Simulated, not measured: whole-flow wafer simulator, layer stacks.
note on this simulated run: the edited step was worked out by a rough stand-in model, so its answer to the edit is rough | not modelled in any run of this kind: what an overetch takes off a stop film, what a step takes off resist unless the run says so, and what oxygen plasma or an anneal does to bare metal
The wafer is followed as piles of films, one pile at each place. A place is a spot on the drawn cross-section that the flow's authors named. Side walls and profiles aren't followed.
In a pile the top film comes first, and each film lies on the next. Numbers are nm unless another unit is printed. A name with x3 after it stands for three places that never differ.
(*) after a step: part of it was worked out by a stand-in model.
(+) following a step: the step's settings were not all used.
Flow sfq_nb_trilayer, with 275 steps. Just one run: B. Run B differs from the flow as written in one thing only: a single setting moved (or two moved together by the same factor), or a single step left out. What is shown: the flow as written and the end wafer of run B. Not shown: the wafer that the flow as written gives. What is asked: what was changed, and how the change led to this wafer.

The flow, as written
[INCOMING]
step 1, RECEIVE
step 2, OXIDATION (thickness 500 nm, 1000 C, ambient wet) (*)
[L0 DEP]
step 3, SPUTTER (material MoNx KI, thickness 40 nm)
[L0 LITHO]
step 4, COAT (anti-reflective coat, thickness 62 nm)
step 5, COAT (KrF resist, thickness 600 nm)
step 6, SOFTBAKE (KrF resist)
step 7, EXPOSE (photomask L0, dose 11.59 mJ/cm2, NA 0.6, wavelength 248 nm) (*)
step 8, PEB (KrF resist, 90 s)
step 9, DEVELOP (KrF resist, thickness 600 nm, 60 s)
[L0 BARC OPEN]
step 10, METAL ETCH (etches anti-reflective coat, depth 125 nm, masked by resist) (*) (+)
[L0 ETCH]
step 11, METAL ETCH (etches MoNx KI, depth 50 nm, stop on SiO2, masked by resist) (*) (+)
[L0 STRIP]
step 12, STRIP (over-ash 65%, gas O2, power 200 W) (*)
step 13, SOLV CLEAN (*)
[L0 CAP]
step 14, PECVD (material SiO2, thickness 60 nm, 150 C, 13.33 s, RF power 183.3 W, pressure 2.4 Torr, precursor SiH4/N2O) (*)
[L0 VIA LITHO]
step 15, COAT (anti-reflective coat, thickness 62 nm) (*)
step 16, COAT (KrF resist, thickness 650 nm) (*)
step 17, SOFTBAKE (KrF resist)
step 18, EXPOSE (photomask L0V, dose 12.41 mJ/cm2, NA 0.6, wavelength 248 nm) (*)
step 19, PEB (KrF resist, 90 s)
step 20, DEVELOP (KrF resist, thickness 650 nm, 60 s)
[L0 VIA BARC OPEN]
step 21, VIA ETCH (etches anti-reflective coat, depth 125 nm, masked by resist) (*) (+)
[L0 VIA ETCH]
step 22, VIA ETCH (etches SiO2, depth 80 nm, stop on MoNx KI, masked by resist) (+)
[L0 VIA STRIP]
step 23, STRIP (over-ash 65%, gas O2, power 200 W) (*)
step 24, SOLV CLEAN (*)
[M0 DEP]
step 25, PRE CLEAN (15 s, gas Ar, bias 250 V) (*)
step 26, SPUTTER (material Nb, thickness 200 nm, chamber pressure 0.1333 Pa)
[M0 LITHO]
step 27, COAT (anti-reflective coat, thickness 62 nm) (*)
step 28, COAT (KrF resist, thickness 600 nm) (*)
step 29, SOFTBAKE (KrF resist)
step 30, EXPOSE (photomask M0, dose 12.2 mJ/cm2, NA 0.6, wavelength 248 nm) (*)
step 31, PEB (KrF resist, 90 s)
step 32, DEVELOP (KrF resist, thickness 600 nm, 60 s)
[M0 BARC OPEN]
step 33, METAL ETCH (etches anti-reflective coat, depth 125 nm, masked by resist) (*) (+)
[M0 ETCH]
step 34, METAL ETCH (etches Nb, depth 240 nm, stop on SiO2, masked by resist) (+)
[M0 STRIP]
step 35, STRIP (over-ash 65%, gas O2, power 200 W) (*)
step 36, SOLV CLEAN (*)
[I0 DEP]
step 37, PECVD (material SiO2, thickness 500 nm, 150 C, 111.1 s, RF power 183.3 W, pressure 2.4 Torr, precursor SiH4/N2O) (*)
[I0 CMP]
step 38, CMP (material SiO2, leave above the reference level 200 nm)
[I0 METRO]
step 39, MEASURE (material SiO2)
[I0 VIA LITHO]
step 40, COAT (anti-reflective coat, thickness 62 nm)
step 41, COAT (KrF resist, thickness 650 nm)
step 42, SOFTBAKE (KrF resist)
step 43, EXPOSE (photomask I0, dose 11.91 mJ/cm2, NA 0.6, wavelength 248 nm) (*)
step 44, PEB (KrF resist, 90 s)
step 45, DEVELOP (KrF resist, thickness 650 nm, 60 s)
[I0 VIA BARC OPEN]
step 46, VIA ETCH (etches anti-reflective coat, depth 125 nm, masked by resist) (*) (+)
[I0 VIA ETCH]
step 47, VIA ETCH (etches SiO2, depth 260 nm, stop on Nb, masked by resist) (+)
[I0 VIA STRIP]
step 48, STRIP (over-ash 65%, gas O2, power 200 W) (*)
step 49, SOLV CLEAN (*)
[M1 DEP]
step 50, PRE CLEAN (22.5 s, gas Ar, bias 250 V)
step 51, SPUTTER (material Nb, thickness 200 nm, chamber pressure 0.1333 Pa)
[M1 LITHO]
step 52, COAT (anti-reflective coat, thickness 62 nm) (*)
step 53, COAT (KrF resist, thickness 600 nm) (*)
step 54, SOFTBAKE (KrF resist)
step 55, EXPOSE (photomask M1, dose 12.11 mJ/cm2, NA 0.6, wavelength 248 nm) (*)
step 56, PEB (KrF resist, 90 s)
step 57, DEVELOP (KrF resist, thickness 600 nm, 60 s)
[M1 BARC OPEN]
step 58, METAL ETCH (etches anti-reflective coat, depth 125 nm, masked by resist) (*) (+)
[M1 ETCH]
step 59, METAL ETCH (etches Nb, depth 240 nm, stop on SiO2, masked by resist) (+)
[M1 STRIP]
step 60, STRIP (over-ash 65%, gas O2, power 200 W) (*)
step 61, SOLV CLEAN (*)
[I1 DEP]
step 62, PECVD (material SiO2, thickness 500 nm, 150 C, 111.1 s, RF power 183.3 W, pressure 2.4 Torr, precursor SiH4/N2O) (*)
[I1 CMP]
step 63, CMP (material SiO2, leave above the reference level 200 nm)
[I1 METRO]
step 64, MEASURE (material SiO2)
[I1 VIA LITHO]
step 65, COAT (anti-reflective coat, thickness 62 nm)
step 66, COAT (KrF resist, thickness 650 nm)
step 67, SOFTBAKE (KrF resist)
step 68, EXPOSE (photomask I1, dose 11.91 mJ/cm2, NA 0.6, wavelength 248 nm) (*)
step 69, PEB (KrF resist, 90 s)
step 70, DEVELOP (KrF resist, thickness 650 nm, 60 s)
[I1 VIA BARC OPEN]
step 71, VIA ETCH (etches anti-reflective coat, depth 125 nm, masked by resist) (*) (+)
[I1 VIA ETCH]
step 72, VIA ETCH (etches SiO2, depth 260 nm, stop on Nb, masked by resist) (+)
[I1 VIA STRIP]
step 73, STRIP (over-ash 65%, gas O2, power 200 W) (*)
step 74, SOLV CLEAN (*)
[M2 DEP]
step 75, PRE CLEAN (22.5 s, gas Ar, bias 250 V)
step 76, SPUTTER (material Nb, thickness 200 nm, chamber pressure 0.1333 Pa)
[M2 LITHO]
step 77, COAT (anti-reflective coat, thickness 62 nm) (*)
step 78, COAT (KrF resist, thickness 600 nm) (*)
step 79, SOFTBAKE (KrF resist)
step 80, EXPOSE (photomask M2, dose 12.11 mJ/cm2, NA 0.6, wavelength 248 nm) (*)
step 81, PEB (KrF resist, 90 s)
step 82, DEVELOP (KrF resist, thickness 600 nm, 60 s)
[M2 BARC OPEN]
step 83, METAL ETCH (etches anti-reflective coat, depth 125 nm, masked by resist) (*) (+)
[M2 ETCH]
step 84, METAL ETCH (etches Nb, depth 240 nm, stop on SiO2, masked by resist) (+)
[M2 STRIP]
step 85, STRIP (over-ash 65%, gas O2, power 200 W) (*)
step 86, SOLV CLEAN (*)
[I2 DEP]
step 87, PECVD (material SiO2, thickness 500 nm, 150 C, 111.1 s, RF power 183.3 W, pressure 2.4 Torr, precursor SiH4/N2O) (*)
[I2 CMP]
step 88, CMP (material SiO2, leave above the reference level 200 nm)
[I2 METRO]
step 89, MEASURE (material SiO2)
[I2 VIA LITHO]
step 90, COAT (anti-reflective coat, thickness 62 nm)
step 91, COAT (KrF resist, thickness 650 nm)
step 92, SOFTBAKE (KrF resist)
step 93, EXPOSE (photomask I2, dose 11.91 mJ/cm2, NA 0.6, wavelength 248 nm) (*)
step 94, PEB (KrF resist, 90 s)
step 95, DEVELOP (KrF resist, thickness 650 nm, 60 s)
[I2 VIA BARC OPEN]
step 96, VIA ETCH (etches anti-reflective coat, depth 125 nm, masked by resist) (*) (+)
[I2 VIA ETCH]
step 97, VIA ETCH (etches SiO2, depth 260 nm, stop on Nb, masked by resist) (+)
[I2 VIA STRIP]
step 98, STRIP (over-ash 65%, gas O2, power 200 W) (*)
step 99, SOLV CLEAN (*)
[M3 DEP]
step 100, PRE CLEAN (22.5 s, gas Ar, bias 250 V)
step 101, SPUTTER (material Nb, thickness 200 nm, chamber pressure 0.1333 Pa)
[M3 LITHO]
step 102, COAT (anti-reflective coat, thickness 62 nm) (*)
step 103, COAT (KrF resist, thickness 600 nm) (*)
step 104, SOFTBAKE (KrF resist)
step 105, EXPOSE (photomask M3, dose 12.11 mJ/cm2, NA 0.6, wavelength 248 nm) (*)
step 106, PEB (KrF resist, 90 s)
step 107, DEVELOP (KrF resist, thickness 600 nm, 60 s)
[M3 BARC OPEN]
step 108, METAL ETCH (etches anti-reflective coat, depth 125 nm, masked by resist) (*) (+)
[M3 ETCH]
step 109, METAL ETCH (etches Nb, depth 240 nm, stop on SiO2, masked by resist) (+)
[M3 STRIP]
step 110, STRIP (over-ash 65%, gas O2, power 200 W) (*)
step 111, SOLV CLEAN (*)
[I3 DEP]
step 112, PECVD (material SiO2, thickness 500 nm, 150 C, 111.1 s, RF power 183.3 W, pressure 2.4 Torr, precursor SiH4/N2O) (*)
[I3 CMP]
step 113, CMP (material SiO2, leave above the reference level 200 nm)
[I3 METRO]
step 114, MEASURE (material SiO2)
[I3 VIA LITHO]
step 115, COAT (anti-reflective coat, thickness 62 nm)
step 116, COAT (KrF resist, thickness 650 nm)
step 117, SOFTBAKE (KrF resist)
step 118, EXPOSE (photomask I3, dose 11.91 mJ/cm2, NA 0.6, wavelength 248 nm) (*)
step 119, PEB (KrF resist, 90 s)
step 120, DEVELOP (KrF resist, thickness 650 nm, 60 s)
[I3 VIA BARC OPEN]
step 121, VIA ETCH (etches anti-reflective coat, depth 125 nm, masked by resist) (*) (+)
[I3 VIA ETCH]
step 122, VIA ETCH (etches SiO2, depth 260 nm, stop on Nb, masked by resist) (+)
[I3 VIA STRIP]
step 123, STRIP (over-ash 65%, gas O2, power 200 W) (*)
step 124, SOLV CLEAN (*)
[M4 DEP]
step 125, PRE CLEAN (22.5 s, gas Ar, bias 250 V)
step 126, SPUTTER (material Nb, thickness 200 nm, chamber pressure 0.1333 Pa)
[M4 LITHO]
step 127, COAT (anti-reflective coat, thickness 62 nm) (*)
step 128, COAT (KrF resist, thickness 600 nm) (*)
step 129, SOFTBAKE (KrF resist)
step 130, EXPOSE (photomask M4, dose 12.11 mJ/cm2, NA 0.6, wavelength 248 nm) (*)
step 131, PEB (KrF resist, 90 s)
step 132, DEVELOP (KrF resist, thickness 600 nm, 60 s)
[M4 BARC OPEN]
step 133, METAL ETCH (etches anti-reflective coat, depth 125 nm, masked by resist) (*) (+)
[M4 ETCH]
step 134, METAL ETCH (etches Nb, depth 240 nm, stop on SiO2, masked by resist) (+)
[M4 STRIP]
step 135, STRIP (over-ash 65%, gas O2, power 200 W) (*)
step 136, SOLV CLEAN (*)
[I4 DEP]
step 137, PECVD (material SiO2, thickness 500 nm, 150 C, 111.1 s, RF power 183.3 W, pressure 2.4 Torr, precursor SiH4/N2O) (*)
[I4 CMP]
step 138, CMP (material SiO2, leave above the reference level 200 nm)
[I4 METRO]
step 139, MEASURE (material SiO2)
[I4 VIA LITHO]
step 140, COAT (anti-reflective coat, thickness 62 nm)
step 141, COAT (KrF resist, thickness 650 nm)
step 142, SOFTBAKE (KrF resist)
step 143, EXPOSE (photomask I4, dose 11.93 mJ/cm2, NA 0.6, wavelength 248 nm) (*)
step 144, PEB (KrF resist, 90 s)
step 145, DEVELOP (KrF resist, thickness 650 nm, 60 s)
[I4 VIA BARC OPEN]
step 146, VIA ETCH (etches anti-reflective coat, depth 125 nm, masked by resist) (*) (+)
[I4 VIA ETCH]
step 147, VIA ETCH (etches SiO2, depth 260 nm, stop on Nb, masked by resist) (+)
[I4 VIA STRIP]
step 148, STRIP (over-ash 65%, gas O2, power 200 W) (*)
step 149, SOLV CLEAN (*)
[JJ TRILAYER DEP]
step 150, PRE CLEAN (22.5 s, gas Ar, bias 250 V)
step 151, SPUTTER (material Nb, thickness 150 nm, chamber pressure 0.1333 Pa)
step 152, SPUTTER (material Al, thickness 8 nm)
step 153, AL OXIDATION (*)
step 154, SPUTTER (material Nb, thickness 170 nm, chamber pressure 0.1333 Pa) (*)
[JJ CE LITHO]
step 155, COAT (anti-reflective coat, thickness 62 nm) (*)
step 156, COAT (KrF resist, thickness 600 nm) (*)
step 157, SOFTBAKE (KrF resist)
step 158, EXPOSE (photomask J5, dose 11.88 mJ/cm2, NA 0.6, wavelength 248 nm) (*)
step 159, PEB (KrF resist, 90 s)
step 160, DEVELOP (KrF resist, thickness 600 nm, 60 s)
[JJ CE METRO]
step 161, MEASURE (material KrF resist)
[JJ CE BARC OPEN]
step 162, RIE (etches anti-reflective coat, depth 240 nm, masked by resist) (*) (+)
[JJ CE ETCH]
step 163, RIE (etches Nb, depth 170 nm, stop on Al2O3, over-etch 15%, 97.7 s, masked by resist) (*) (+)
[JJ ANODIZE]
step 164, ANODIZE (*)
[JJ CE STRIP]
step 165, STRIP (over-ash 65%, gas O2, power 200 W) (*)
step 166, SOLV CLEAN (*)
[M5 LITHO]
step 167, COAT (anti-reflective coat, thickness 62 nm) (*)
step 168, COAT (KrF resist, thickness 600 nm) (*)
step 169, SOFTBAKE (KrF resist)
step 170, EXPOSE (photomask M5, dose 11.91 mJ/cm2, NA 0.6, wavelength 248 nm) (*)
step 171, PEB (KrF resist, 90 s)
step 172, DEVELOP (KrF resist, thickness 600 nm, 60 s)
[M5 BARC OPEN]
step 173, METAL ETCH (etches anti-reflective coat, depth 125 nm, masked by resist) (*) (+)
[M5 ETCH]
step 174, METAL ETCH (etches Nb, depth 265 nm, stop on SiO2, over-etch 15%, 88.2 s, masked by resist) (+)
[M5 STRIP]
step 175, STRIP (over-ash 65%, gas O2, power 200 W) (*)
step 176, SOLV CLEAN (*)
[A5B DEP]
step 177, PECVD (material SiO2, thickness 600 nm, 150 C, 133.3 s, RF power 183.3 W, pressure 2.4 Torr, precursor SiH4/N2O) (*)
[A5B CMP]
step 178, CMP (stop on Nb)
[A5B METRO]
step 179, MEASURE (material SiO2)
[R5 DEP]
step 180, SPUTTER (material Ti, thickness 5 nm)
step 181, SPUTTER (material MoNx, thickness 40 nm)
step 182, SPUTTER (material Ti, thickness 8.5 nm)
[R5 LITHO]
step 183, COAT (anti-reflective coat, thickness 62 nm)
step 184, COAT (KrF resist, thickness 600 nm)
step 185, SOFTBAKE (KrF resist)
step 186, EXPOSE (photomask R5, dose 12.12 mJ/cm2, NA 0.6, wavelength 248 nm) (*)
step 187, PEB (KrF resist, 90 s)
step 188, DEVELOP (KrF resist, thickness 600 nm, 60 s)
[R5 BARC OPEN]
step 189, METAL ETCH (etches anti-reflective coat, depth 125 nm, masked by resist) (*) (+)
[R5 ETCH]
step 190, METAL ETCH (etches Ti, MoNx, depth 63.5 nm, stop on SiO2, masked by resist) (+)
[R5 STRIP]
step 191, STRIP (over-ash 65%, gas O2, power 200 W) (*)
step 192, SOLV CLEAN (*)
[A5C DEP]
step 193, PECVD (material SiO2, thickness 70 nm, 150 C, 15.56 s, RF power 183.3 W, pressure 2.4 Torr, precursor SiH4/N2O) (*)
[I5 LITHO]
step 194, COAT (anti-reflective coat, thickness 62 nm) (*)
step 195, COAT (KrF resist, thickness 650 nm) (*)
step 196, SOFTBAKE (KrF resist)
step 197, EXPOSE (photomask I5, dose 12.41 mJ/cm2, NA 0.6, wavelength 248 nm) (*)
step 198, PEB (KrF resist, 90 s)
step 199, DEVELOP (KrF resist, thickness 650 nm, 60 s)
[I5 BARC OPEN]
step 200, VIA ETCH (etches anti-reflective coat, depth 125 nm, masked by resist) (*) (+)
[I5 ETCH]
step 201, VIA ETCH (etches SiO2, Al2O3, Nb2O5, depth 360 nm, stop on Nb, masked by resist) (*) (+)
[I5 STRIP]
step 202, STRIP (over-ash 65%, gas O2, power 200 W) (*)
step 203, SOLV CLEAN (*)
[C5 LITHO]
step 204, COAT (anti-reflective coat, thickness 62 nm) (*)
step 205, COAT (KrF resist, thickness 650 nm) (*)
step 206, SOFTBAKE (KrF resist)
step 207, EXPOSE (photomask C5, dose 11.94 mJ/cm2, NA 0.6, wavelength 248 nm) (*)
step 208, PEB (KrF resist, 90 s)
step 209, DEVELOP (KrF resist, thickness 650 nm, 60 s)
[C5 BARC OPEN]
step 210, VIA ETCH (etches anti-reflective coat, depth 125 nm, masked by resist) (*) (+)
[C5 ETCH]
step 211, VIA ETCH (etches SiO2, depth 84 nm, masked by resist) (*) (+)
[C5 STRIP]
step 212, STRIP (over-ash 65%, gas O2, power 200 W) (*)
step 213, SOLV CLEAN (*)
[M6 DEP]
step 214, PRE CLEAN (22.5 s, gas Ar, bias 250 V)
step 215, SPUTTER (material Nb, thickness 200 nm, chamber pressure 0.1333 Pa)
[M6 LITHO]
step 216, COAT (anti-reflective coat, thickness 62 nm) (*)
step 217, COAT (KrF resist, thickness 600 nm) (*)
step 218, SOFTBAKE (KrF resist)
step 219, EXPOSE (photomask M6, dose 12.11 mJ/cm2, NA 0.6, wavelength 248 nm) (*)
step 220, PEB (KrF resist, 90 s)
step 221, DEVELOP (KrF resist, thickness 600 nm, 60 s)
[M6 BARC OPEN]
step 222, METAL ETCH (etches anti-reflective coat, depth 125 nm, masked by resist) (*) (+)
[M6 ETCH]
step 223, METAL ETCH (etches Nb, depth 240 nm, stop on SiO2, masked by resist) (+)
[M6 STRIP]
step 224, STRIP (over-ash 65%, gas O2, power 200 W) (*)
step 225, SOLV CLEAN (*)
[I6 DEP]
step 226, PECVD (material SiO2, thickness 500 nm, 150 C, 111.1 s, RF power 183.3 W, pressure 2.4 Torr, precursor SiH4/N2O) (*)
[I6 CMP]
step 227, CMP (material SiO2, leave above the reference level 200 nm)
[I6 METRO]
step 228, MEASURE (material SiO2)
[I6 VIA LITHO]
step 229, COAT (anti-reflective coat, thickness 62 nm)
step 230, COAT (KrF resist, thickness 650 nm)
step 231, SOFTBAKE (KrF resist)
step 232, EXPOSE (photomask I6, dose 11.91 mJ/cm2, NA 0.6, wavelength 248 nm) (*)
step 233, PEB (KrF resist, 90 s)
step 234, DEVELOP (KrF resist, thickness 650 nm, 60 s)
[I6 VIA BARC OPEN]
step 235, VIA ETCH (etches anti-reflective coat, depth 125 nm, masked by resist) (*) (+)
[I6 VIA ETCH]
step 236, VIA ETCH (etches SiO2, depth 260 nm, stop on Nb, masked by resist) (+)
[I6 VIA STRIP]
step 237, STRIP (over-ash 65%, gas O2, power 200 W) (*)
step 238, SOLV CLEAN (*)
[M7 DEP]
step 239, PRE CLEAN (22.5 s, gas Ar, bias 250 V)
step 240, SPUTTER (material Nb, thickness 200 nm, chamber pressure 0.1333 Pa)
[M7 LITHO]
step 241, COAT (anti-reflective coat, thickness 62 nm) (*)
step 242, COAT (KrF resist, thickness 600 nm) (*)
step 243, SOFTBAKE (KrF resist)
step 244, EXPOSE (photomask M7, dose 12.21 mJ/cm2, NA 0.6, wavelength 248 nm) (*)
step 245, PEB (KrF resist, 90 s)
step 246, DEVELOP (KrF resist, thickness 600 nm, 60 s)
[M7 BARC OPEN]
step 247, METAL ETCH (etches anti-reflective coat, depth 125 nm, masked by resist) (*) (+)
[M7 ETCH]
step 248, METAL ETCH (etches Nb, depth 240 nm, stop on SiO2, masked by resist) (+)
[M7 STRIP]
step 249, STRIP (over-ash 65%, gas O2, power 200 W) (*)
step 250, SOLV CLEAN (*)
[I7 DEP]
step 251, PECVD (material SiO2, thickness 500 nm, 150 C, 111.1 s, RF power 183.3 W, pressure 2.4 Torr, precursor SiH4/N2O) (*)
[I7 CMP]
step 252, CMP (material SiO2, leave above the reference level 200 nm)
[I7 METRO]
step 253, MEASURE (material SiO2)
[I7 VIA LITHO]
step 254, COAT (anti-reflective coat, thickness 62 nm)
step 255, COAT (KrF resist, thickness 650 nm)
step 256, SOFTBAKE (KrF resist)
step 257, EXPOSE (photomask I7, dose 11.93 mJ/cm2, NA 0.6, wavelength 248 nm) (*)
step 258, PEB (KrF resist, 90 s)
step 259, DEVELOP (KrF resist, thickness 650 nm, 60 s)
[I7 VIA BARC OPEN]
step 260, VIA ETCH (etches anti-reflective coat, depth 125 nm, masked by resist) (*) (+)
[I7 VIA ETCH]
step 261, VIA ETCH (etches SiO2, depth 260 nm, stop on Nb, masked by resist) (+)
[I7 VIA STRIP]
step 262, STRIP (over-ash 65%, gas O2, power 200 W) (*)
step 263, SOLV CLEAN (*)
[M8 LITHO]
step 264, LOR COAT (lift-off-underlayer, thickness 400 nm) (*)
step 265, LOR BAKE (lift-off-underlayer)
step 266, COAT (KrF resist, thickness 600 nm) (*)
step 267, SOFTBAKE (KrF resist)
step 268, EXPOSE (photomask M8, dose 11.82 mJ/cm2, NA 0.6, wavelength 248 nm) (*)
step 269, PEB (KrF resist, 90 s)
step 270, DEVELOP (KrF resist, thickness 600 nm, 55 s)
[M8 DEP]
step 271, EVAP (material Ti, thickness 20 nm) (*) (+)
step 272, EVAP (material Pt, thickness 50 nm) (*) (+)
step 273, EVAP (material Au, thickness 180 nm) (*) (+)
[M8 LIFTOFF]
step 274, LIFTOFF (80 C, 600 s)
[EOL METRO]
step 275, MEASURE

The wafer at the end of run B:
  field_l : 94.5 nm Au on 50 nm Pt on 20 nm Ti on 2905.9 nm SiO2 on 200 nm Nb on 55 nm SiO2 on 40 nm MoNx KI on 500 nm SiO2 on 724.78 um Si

Cause: step 273, EVAP: thickness 94.5 nm was run, though the flow has thickness 180 nm.
One can read it off the wafer: field_l has Au 94.5, and step 273 as written asks for 180 nm.

The path from the change to this, step by step:
  step 273, EVAP (material Au, thickness 180 nm) (*) (+)
      field_l, v_sur, via_wl and 103 more: Au gains 94.5 (new film) (it would be, as written: Au gains 180 (new film))
  step 274, LIFTOFF (80 C, 600 s)
      p4_fl, p4_fm, p4_w1 and 71 more: Au loses 94.5 (all of it), Pt loses 50 (all of it), Ti loses 20 (all of it), KrF resist loses 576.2 (all of it), lift-off-underlayer loses 400 (all of it) (it would be, as written: Au loses 180 (all of it), Pt loses 50 (all of it), Ti loses 20 (all of it), KrF resist loses 576.2 (all of it), lift-off-underlayer loses 400 (all of it))
      c5j, ce_r: Au loses 94.5 (all of it), Pt loses 50 (all of it), Ti loses 20 (all of it), KrF resist loses 573.3 (all of it), lift-off-underlayer loses 399.3 (all of it) (it would be, as written: Au loses 180 (all of it), Pt loses 50 (all of it), Ti loses 20 (all of it), KrF resist loses 573.3 (all of it), lift-off-underlayer loses 399.3 (all of it))
      (and at 19 other places as well)
